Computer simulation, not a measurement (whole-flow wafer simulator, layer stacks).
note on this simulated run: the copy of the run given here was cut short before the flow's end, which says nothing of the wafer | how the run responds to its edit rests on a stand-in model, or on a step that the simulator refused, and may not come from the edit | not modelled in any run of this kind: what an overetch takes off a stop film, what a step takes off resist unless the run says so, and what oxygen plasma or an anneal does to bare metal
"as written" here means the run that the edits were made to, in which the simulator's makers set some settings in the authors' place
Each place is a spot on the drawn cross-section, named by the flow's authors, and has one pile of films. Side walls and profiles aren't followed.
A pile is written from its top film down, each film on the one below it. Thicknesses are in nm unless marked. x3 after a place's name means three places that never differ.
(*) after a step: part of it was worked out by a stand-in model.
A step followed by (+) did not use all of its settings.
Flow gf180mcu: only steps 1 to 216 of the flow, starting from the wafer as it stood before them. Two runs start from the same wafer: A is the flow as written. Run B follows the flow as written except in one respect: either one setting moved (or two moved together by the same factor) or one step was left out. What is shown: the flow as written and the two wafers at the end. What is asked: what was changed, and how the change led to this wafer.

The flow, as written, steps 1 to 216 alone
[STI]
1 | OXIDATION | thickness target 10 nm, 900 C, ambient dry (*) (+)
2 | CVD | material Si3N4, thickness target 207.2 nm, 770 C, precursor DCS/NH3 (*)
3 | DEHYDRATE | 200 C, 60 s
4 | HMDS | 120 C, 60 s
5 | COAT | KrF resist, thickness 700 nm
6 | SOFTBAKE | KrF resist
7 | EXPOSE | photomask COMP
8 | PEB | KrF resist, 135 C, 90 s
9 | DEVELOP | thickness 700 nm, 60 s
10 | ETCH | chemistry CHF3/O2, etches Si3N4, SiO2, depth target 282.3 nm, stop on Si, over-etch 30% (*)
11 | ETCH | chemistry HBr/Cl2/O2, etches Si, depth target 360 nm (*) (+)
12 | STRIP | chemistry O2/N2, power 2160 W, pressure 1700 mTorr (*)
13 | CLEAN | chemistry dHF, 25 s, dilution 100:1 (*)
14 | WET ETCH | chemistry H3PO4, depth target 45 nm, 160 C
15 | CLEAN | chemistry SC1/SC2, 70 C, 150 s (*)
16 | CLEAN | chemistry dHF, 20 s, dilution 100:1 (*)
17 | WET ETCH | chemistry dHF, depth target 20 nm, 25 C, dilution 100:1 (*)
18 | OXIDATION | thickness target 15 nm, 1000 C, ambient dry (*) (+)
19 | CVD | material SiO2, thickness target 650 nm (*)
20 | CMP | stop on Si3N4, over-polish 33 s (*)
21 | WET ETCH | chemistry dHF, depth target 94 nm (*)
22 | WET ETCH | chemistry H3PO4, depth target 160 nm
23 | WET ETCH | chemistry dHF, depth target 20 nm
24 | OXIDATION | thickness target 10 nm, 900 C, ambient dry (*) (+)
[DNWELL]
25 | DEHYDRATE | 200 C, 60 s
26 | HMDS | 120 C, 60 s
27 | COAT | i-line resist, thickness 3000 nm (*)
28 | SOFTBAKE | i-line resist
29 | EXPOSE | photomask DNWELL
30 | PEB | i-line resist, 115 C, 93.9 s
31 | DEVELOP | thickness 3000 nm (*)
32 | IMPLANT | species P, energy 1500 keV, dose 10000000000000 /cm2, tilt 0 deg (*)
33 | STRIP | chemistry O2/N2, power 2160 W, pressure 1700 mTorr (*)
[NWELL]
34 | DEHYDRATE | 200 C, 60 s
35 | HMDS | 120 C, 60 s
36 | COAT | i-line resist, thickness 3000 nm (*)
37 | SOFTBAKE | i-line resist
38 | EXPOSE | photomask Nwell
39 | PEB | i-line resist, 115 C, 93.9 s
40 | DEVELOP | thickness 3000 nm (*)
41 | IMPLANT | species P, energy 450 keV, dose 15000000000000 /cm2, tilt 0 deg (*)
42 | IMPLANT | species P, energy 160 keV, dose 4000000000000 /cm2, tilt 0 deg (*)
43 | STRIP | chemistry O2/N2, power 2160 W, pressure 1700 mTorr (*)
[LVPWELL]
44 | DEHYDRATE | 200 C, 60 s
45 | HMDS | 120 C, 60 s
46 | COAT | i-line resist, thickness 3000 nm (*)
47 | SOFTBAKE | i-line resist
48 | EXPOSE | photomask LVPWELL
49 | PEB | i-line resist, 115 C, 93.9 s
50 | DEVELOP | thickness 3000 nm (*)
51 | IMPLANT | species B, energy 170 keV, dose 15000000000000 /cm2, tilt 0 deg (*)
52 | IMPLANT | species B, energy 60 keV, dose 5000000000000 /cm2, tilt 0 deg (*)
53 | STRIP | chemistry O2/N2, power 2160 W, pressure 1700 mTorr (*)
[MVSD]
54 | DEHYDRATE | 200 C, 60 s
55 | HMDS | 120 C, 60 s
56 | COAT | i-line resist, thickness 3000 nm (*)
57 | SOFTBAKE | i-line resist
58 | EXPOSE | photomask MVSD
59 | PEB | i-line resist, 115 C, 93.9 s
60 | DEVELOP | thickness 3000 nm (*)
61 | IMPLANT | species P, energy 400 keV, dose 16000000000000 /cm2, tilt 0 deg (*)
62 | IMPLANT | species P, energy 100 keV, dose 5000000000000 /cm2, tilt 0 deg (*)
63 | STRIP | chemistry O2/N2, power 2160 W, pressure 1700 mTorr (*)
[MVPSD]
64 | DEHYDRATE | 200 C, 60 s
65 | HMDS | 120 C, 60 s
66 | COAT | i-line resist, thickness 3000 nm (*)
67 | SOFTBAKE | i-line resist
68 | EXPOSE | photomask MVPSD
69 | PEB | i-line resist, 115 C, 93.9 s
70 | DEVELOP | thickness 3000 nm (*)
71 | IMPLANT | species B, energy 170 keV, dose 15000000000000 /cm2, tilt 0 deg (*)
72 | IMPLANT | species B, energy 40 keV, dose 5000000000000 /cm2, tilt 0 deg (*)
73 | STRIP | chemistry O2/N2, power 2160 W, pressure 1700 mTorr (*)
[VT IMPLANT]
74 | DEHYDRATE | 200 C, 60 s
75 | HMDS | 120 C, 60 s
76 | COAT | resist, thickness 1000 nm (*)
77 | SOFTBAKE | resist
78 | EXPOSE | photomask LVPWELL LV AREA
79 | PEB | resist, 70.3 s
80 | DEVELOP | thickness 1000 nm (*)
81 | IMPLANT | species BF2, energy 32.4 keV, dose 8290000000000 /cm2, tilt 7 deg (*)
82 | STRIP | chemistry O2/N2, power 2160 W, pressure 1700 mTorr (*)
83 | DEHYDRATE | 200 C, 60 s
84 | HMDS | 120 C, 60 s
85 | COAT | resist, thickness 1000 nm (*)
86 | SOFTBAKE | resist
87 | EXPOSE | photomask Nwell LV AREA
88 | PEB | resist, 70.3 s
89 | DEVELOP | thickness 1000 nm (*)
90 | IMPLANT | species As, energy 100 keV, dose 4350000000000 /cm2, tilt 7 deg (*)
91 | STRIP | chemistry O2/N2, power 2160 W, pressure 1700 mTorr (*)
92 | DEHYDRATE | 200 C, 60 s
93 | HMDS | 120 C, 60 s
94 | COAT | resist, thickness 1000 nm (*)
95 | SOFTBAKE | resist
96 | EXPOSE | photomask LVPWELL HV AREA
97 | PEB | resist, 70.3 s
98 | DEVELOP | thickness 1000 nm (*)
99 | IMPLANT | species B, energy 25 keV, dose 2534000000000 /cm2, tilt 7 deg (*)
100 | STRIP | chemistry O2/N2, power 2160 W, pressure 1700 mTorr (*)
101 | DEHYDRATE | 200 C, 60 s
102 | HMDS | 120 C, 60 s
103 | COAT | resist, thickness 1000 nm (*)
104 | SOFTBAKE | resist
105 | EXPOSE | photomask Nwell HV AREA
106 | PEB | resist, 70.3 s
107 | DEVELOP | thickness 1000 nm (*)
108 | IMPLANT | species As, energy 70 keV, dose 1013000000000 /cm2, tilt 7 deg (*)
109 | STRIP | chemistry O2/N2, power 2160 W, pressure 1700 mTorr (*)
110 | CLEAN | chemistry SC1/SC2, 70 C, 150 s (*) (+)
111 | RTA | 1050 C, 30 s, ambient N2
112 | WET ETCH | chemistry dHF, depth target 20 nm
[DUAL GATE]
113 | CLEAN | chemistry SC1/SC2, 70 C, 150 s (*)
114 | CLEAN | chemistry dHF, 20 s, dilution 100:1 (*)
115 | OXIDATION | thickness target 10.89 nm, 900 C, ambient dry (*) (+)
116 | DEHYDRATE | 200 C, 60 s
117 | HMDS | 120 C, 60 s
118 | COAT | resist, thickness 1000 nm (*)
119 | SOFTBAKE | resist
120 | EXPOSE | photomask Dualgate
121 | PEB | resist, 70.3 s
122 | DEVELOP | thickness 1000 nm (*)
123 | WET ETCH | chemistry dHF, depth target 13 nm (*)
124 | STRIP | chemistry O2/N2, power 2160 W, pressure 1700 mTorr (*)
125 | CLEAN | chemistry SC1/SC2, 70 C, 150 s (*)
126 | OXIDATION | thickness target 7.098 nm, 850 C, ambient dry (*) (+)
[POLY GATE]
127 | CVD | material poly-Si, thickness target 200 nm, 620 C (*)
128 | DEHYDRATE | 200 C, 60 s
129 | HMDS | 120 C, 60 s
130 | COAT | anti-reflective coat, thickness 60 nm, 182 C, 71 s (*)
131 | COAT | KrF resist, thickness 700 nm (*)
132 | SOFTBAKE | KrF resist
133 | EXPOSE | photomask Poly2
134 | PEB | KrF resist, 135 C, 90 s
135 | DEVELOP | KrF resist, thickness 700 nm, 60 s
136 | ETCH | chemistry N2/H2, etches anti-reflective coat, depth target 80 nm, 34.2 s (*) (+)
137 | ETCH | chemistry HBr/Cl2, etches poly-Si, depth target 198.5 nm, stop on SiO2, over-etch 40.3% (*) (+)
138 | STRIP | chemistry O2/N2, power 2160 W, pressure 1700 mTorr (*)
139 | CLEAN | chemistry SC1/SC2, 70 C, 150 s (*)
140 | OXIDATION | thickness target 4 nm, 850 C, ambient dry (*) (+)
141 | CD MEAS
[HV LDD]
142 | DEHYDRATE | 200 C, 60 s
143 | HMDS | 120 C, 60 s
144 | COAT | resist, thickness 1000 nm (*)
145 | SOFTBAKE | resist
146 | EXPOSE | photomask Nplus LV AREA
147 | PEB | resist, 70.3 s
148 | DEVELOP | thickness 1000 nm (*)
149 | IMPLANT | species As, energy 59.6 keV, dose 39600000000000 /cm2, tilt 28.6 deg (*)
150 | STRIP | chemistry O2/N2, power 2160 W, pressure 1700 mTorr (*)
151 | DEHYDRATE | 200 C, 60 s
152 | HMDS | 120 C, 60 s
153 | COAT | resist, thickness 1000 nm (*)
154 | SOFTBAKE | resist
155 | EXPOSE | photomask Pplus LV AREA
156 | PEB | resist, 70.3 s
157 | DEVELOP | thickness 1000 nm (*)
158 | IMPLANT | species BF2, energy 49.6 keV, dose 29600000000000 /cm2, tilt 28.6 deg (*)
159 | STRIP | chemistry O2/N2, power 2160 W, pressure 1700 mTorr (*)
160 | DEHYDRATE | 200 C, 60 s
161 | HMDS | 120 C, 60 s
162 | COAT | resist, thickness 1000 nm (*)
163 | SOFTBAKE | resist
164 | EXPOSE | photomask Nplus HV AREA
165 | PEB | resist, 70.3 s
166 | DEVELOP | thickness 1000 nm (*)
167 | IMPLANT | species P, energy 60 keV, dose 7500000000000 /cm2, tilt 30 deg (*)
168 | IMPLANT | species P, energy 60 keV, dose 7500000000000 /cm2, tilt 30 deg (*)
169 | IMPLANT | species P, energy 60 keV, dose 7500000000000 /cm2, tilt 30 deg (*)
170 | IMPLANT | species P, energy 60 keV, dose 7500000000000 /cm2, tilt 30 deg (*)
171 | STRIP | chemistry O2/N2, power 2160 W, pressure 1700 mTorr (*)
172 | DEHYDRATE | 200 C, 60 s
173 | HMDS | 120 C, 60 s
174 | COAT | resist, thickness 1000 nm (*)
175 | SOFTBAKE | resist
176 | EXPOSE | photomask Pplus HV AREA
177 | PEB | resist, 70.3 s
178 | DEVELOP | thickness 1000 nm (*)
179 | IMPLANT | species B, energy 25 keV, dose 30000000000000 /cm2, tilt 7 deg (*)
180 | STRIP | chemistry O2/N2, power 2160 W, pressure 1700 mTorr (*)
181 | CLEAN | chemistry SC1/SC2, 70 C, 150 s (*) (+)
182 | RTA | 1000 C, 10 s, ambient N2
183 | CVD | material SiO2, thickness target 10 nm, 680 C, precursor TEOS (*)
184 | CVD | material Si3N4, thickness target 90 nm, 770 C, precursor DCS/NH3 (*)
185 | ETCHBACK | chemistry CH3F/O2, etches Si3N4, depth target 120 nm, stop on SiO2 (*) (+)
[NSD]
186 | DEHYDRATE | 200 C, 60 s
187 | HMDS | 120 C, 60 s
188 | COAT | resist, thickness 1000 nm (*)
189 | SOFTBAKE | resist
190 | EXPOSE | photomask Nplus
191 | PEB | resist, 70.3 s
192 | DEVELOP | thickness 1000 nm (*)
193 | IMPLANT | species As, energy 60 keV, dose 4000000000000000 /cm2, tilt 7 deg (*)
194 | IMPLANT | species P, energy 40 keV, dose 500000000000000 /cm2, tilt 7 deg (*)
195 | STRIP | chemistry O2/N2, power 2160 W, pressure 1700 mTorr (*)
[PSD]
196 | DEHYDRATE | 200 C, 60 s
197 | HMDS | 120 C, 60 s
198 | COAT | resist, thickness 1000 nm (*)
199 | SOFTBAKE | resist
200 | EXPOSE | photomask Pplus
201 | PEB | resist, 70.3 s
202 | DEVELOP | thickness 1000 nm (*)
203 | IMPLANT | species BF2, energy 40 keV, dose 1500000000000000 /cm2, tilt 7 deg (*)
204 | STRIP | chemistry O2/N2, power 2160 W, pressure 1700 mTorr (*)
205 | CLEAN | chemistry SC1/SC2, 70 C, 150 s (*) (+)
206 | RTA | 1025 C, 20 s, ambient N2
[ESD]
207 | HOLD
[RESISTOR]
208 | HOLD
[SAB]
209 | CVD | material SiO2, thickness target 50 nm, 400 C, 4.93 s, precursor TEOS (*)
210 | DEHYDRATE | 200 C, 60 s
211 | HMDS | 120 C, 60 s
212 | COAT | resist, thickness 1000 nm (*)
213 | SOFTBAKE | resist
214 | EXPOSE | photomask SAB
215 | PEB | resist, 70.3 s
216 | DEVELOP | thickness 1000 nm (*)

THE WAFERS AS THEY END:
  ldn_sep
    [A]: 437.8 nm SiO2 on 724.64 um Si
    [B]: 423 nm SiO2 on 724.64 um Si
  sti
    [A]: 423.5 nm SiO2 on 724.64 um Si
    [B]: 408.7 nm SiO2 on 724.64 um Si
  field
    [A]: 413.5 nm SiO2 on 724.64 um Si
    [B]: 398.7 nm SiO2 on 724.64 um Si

Cause: step 23, WET ETCH: depth target 31.5 nm was run, though the flow has depth target 20 nm.

How this came from the change, step by step:
  23 | WET ETCH | chemistry dHF, depth target 20 nm
      field, field_sub, sti and 29 more: A SiO2 loses 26 | B SiO2 loses 40.9
      mim, npoly_u, ppoly_u, nw_enc_fld, nw_enc_fld_lv: A SiO2 loses 26 | B SiO2 loses 41
  28 | SOFTBAKE | i-line resist
      nw_enc_fld: A i-line resist loses 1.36 | B i-line resist gains 2.14
      ldn_fp, ldn_drn: A i-line resist gains 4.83 | B i-line resist gains 3.05
      (and at 44 other places as well)
  37 | SOFTBAKE | i-line resist
      nw_enc_fld: A i-line resist loses 1.36 | B i-line resist gains 2.14
      ldn_fp, ldn_drn: A i-line resist gains 4.83 | B i-line resist gains 3.05
      (and at 44 other places as well)
  47 | SOFTBAKE | i-line resist
      nw_enc_fld: A i-line resist loses 1.36 | B i-line resist gains 2.14
      ldn_fp, ldn_drn: A i-line resist gains 4.83 | B i-line resist gains 3.05
      (and at 44 other places as well)
  57 | SOFTBAKE | i-line resist
      nw_enc_fld: A i-line resist loses 1.36 | B i-line resist gains 2.14
      ldn_fp, ldn_drn: A i-line resist gains 4.83 | B i-line resist gains 3.05
      (and at 44 other places as well)
  67 | SOFTBAKE | i-line resist
      nw_enc_fld: A i-line resist loses 1.36 | B i-line resist gains 2.14
      ldn_fp, ldn_drn: A i-line resist gains 4.83 | B i-line resist gains 3.05
      (and at 44 other places as well)
  77 | SOFTBAKE | resist
      field_sub__w2: A resist loses 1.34 | B resist loses 0.74
      contact: A resist loses 1.15 | B resist loses 0.63
      (and at 8 other places as well)
  86 | SOFTBAKE | resist
      field_sub__w2: A resist loses 1.34 | B resist loses 0.74
      contact: A resist loses 1.15 | B resist loses 0.63
      (and at 8 other places as well)
  95 | SOFTBAKE | resist
      field_sub__w2: A resist loses 1.34 | B resist loses 0.74
      contact: A resist loses 1.15 | B resist loses 0.63
      (and at 8 other places as well)
  104 | SOFTBAKE | resist
      field_sub__w2: A resist loses 1.34 | B resist loses 0.74
      contact: A resist loses 1.15 | B resist loses 0.63
      (and at 8 other places as well)
  119 | SOFTBAKE | resist
      field: A resist loses 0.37 | B resist gains 0.15
      field_sub: A resist loses 0.73 | B nothing
      (and at 8 other places as well)
  130 | COAT | anti-reflective coat, thickness 60 nm, 182 C, 71 s (*)
      p_well, spacer, sd_n: A anti-reflective coat gains 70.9 (new film) | B anti-reflective coat gains 56.6 (new film)
      ldn_ch, ldp_ch: A anti-reflective coat gains 66.7 (new film) | B anti-reflective coat gains 61.7 (new film)
      (and at 72 other places as well)
  136 | ETCH | chemistry N2/H2, etches anti-reflective coat, depth target 80 nm, 34.2 s (*) (+)
      p_well, spacer, sd_n: A anti-reflective coat loses 70.9 (all of it), poly-Si loses 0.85 | B anti-reflective coat loses 56.6 (all of it), poly-Si loses 1.22
      ldn_dft, ldp_dft: A anti-reflective coat loses 48.7 (all of it), poly-Si loses 1.42 | B anti-reflective coat loses 56.7 (all of it), poly-Si loses 1.21
      (and at 50 other places as well)
  138 | STRIP | chemistry O2/N2, power 2160 W, pressure 1700 mTorr (*)
      gate: A chemical SiO2 gains 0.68 (new film), KrF resist loses 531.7 (all of it), anti-reflective coat loses 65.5 (all of it), poly-Si loses 0.3 | B chemical SiO2 gains 0.69 (new film), KrF resist loses 529.7 (all of it), anti-reflective coat loses 59 (all of it), poly-Si loses 0.3
      gate_hv: A chemical SiO2 gains 0.68 (new film), KrF resist loses 528.4 (all of it), anti-reflective coat loses 61 (all of it), poly-Si loses 0.3 | B chemical SiO2 gains 0.69 (new film), KrF resist loses 524.5 (all of it), anti-reflective coat loses 58.9 (all of it), poly-Si loses 0.3
      (and at 20 other places as well)
  144 | COAT | resist, thickness 1000 nm (*)
      field__w6: A resist gains 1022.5 (new film) | B resist gains 1053.7 (new film)
  145 | SOFTBAKE | resist
      field: A resist loses 0.3 | B resist gains 2.86
      nw_enc_fld_lv__w3: A resist gains 2.63 | B resist loses 1
      (and at 11 other places as well)
  ... another 16 steps ...
  213 | SOFTBAKE | resist
      nw_enc_fld_lv__w3: A resist gains 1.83 | B resist loses 2.04
      iso_ptap_sub: A resist gains 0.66 | B resist loses 0.05
      (and at 12 other places as well)
